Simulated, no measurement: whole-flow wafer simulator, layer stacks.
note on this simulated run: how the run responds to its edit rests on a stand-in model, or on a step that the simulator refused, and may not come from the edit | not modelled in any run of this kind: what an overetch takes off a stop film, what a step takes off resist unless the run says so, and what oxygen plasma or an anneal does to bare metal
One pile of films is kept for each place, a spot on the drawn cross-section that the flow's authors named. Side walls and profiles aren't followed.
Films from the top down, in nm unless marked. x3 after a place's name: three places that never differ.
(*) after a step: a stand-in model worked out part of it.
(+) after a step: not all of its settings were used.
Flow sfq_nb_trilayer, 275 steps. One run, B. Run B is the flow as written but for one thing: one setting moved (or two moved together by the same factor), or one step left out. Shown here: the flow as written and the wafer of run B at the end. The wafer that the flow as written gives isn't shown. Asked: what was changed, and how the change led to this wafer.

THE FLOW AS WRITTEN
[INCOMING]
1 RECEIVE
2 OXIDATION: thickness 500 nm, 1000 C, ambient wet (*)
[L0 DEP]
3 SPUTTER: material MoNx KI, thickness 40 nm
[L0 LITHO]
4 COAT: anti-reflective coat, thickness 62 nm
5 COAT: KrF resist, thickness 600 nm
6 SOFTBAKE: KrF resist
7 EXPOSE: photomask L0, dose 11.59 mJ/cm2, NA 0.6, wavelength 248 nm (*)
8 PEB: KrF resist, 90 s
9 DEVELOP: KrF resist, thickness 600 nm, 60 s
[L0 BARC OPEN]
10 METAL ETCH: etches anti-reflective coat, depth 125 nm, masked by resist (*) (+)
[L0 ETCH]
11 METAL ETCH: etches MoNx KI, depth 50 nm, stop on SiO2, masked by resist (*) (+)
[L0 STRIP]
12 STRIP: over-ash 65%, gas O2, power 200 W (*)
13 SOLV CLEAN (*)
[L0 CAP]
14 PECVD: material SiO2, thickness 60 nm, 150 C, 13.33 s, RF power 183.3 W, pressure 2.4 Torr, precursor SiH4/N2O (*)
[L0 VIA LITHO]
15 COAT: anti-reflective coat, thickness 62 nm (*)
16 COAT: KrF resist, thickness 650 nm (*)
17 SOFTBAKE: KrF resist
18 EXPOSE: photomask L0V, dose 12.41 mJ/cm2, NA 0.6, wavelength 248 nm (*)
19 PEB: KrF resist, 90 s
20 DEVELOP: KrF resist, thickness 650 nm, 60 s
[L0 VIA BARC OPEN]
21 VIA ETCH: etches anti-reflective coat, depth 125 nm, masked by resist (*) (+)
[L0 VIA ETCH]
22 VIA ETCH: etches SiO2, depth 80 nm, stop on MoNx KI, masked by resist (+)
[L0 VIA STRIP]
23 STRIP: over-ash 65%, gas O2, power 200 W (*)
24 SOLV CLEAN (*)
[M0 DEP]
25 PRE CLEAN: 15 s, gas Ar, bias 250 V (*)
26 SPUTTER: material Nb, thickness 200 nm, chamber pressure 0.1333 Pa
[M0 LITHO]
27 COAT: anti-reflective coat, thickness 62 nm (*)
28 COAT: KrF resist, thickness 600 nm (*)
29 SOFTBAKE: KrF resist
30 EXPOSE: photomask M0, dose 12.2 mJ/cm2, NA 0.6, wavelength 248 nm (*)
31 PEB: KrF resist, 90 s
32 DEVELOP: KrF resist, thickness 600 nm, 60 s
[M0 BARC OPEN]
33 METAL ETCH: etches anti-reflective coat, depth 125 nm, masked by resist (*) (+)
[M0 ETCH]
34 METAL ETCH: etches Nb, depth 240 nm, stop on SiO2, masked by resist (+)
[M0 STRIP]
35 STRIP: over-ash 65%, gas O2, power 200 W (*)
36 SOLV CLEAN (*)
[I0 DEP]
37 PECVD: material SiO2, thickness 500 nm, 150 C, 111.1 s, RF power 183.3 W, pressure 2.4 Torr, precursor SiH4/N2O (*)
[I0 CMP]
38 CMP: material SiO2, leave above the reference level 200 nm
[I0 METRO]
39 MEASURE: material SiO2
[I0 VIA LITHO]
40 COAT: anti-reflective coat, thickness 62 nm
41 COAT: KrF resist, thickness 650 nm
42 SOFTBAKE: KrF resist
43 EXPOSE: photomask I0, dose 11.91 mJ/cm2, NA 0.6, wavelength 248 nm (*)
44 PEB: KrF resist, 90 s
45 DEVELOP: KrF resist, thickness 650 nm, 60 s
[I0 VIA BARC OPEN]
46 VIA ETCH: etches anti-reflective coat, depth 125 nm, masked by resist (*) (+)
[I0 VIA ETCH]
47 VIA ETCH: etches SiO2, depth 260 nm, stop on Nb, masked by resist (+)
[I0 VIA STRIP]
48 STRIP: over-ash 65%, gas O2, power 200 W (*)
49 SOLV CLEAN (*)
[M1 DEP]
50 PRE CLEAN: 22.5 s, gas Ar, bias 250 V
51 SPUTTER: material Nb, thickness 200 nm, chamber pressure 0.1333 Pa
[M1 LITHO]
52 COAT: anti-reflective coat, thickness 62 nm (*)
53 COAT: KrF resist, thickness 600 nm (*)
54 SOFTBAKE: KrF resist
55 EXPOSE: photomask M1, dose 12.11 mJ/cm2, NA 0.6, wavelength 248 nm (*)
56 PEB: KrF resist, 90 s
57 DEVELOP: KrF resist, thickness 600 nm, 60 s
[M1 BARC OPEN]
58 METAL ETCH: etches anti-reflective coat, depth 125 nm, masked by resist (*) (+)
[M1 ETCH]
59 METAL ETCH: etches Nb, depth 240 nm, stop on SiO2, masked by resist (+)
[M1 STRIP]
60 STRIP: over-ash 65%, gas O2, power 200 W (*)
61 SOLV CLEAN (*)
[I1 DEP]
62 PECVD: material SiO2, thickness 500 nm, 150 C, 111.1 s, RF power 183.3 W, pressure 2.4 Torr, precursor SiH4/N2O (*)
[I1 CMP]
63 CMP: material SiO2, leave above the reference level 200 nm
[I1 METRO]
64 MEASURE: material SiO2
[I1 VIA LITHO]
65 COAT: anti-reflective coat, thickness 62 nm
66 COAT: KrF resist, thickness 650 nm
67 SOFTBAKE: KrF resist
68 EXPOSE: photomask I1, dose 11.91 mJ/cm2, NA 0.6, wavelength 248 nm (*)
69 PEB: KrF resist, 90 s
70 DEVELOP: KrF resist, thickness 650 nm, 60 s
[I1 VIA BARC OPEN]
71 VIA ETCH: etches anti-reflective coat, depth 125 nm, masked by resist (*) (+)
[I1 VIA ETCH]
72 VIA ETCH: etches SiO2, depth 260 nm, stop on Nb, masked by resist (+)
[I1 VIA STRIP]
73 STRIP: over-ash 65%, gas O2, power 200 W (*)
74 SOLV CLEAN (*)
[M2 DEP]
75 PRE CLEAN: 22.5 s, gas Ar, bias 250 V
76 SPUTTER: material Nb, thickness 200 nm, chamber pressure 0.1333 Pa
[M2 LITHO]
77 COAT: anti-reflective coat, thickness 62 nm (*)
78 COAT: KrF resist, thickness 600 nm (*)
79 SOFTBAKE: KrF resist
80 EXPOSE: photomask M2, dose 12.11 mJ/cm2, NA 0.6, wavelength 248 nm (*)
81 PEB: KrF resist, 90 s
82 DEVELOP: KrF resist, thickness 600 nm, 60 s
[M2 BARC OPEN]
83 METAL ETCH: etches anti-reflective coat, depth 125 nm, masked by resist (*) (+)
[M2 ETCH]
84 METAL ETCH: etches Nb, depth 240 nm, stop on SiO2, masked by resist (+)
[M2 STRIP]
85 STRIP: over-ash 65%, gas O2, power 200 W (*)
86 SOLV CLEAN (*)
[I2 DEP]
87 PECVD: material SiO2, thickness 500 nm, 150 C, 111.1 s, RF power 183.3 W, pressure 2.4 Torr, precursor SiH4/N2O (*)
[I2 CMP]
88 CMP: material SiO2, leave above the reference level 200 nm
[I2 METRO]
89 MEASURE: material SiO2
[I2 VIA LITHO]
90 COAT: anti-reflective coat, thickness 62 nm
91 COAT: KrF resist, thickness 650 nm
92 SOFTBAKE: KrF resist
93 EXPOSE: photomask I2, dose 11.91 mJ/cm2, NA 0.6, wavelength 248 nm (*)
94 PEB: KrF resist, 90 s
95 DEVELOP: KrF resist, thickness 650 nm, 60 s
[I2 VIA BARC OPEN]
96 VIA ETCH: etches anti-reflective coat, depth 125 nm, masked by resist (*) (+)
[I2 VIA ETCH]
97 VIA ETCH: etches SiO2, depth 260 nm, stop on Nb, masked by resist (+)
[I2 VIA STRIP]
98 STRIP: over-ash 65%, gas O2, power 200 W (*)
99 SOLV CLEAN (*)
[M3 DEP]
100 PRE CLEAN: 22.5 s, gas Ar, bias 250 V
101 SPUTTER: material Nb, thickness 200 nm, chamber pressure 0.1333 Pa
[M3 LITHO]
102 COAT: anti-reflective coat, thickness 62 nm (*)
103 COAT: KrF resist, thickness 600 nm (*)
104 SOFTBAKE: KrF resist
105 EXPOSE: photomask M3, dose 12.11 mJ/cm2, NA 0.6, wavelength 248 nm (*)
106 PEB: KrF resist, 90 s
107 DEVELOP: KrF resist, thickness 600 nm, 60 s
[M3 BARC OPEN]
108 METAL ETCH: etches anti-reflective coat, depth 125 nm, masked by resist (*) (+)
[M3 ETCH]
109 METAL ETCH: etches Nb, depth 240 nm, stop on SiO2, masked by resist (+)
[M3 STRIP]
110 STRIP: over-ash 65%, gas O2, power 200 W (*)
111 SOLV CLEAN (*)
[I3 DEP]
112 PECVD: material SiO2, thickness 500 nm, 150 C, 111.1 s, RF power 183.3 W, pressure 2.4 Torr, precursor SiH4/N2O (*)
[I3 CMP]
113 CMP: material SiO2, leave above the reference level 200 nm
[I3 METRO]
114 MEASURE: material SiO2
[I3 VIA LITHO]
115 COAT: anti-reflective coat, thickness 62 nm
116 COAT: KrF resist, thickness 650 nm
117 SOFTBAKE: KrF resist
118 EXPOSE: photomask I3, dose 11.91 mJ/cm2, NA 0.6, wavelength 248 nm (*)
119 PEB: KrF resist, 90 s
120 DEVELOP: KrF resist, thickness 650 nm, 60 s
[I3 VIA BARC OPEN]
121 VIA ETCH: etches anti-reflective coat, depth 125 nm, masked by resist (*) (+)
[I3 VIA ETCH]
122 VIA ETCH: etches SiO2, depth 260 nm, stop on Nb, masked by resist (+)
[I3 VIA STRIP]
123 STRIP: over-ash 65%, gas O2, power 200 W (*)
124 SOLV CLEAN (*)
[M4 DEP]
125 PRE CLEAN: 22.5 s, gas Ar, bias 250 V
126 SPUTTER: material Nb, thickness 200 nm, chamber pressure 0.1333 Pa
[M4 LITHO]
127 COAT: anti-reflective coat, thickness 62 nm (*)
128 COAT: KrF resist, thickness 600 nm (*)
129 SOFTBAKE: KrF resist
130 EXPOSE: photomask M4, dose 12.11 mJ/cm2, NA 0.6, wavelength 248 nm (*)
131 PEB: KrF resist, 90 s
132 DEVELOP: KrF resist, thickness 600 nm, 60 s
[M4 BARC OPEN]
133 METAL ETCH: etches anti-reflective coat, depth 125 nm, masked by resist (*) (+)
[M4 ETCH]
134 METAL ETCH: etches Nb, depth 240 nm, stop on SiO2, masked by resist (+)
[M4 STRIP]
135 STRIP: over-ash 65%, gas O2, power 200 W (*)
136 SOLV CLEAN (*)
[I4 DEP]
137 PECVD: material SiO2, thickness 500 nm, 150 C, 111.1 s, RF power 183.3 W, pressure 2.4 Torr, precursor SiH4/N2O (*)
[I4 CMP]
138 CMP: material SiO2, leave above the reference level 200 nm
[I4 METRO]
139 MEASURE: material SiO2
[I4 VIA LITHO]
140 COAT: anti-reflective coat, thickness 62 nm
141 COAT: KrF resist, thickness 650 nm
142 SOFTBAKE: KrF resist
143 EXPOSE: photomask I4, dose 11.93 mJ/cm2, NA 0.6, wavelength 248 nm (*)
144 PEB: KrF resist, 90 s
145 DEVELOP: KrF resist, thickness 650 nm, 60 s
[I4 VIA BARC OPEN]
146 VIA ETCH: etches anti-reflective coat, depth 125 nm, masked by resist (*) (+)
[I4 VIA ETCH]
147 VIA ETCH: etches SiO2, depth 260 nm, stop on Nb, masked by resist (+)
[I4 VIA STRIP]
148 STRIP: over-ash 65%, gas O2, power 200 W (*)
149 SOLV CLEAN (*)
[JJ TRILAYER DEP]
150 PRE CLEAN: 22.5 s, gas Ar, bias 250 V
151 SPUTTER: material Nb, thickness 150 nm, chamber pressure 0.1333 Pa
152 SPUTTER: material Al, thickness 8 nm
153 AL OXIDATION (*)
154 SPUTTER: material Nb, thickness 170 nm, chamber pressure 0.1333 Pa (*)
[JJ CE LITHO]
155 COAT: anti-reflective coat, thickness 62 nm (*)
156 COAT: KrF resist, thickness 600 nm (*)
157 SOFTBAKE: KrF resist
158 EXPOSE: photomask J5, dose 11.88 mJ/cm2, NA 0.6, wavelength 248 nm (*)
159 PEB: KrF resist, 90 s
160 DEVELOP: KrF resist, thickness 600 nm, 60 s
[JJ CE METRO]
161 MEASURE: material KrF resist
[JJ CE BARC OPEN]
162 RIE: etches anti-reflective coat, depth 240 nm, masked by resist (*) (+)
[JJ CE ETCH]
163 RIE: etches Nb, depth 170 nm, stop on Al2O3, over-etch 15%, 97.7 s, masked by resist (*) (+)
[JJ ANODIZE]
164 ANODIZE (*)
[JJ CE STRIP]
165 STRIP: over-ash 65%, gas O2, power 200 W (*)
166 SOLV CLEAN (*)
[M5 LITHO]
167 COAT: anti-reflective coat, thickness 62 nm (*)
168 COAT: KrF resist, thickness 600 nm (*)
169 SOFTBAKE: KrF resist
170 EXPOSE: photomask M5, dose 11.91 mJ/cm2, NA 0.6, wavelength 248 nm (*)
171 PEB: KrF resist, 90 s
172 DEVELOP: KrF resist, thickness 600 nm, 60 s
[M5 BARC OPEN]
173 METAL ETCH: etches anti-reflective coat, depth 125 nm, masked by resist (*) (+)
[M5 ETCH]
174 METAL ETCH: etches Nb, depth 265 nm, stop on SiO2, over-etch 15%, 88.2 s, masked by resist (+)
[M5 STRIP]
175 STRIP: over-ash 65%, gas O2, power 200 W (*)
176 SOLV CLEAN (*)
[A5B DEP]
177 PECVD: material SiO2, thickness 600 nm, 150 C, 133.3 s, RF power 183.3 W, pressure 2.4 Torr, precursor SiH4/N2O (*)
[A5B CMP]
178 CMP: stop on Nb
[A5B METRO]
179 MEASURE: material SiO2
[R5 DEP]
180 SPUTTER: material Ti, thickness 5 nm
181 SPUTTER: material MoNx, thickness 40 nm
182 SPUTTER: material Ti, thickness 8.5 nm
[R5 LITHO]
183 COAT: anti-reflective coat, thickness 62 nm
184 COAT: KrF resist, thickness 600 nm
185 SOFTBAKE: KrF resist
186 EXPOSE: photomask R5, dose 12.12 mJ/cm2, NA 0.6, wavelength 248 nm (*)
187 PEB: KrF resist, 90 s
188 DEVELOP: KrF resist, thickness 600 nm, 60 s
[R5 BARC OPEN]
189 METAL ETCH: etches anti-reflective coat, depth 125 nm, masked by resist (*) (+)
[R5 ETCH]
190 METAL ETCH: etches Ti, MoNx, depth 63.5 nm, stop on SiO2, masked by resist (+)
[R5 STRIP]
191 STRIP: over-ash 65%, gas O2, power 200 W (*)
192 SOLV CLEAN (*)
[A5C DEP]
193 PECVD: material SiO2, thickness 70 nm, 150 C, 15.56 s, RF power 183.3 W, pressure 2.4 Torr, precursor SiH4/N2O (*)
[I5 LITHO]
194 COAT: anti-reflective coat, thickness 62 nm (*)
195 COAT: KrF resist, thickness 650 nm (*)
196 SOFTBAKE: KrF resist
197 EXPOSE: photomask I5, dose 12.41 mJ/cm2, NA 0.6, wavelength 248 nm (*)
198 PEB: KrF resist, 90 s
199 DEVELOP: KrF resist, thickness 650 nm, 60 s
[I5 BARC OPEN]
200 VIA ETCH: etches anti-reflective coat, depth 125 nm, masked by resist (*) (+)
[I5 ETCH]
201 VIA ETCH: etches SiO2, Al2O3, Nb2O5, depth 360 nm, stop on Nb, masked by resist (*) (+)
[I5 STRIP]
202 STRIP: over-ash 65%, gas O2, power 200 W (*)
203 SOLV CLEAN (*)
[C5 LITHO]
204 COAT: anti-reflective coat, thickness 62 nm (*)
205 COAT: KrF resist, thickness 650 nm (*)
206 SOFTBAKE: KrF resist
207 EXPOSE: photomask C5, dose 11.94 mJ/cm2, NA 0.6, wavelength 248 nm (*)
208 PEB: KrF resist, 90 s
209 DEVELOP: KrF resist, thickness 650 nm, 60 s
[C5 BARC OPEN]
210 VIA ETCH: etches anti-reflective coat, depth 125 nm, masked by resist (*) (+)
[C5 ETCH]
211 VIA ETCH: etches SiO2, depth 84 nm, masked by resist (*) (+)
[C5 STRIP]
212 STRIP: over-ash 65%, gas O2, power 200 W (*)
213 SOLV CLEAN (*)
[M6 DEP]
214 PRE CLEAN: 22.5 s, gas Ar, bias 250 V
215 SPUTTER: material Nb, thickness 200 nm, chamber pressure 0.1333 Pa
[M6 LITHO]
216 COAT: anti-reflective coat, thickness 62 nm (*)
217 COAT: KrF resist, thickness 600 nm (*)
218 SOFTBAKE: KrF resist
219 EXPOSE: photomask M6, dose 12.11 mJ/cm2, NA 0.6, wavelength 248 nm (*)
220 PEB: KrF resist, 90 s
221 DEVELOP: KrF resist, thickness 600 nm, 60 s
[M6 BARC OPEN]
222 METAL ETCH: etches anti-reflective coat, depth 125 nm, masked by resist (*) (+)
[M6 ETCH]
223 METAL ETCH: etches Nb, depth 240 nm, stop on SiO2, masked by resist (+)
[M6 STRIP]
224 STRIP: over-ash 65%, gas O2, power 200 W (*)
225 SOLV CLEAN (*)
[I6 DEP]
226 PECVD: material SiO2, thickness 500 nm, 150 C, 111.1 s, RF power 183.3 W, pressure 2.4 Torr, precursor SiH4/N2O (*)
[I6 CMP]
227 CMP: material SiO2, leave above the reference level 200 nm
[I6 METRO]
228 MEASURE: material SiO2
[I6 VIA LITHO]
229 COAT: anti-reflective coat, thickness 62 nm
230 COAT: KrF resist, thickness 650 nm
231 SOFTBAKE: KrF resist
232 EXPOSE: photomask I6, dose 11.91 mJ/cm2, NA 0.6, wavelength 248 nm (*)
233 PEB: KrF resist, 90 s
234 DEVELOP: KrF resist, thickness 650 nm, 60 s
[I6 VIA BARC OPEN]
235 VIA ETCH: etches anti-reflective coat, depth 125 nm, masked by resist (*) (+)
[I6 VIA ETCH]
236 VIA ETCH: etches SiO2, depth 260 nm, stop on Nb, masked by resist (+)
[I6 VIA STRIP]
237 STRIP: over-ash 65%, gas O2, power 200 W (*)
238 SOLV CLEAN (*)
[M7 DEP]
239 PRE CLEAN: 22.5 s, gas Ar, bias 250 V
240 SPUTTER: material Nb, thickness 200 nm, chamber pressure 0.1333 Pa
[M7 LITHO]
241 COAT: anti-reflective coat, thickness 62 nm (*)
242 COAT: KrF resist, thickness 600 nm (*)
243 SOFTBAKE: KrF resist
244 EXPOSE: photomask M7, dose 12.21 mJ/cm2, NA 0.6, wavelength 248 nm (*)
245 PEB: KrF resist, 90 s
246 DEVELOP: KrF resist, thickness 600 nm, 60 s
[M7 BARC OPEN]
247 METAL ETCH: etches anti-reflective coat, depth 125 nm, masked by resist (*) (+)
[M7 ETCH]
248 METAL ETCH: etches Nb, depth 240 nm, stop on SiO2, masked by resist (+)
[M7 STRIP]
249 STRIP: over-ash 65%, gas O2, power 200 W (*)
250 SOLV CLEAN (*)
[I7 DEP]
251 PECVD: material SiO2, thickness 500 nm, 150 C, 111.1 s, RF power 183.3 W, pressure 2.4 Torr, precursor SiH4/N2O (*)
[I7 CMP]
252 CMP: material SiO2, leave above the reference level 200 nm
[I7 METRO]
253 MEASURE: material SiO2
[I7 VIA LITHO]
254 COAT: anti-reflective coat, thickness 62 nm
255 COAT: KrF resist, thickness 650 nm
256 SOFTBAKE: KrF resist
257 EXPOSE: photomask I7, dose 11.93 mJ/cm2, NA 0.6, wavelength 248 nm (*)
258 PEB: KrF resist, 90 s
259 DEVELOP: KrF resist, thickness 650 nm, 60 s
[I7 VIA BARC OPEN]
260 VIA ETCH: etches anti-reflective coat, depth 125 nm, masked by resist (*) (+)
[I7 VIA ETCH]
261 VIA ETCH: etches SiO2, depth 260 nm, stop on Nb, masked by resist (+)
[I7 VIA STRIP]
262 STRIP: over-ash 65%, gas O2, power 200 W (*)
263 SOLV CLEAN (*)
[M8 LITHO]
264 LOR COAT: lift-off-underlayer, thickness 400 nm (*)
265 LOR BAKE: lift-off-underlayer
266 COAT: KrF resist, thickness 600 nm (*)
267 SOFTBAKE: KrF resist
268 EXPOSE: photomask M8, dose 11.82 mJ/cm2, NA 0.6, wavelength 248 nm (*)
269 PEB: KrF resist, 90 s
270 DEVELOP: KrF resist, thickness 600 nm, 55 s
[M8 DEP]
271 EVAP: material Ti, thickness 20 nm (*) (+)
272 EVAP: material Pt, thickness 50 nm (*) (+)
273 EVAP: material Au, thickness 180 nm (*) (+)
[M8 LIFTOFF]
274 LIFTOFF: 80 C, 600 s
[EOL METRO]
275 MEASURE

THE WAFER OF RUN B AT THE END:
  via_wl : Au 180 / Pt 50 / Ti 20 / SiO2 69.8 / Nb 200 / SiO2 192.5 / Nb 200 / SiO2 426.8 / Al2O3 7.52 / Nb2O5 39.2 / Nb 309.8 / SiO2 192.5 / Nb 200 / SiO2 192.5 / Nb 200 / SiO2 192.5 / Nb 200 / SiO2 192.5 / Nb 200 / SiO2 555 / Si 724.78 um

The cause: step 261, VIA ETCH: depth 130 nm was run, where the flow has depth 260 nm.

How the change led to this, step by step:
  261 VIA ETCH: etches SiO2, depth 260 nm, stop on Nb, masked by resist (+)
      via_wl, via_w, via_wr: SiO2 -130 (as written it would be: SiO2 -199.8 (all of it))
      field_l, v_sur, via_sp and 100 more: KrF resist -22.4 (as written it would be: KrF resist -44.8)
  262 STRIP: over-ash 65%, gas O2, power 200 W (*)
      field_l, v_sur, via_sp and 100 more: KrF resist -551 (all of it), anti-reflective coat -62 (all of it) (as written it would be: KrF resist -528.6 (all of it), anti-reflective coat -62 (all of it))
  264 LOR COAT: lift-off-underlayer, thickness 400 nm (*)
      via_wl, via_wr: lift-off-underlayer +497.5 (new film) (as written it would be: lift-off-underlayer +549.8 (new film))
      v_sur: lift-off-underlayer +380.1 (new film) (as written it would be: lift-off-underlayer +369.4 (new film))
      (and at 2 more places)
  266 COAT: KrF resist, thickness 600 nm (*)
      via_w: KrF resist +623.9 (new film) (as written it would be: KrF resist +636.8 (new film))
  270 DEVELOP: KrF resist, thickness 600 nm, 55 s
      v_sur: KrF resist -604.3 (all of it), lift-off-underlayer -380.1 (all of it) (as written it would be: KrF resist -607.3 (all of it), lift-off-underlayer -369.4 (all of it))
      via_wl: KrF resist -615.1 (all of it), lift-off-underlayer -497.5 (all of it) (as written it would be: KrF resist -623.9 (all of it), lift-off-underlayer -549.8 (all of it))
      (and at 3 more places)
Counting metal films that touch as one body, via_wl has 8 bodies (between them, from the top down: SiO2 69.8; SiO2 192.5; SiO2 426.8 / Al2O3 7.52 / Nb2O5 39.2; SiO2 192.5; SiO2 192.5; SiO2 192.5; SiO2 192.5); the flow as written gives 7 bodies (between them, from the top down: SiO2 192.5; SiO2 426.8 / Al2O3 7.52 / Nb2O5 39.2; SiO2 192.5; SiO2 192.5; SiO2 192.5; SiO2 192.5).
